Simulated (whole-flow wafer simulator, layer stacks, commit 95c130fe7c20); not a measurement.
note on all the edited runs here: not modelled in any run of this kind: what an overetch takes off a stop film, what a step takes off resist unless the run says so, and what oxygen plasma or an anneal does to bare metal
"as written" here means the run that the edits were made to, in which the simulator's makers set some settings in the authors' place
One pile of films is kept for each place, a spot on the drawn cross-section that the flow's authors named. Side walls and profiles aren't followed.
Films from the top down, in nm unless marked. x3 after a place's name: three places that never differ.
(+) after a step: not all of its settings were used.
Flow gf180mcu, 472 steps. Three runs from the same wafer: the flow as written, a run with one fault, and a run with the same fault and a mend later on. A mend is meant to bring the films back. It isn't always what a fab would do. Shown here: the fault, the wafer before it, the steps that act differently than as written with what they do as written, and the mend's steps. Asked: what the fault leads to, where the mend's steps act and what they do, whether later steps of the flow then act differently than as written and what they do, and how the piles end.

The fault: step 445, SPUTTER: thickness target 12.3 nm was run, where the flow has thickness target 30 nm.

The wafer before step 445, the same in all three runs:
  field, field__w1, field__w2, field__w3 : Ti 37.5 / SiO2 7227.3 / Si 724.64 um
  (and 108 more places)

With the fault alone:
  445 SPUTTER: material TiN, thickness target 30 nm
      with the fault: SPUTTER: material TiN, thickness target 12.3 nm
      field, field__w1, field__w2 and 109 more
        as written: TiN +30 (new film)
        with the fault: TiN +12.3 (new film)
  Later steps of the flow that act differently than as written (4 more steps differ only slightly, by at most 2% or 0.5 nm, whichever is larger, and aren't shown):
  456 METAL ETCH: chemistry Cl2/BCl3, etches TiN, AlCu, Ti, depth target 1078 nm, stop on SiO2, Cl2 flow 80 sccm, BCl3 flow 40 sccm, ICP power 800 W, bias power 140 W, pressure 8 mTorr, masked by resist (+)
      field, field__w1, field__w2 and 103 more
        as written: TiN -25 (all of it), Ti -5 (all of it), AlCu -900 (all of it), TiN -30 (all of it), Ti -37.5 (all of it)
        with the fault: TiN -25 (all of it), Ti -5 (all of it), AlCu -900 (all of it), TiN -12.3 (all of it), Ti -37.5 (all of it)
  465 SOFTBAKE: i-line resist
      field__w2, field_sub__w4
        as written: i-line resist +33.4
        with the fault: i-line resist +32.5
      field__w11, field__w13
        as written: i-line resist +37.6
        with the fault: i-line resist +36.6
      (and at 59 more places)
  At the end the piles differ from the flow's by more than 2% or 0.5 nm, whichever is larger, at field__w8, contact, m1, m1__w1, pad, m1_nw.
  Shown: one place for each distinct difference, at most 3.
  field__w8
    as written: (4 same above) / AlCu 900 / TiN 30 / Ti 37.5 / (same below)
    with the fault: (4 same above) / AlCu 900 / TiN 12.3 / Ti 37.5 / (same below)
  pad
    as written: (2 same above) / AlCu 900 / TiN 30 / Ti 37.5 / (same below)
    with the fault: (2 same above) / AlCu 900 / TiN 12.3 / Ti 37.5 / (same below)

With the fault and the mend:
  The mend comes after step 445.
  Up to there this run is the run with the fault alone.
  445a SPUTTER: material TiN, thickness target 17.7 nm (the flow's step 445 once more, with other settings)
      field, field__w1, field__w2 and 109 more
        TiN +17.7
  No later step of the flow acts differently than as written at any place that is followed.
  At the end the piles are the same as the flow's at every place that both follow.
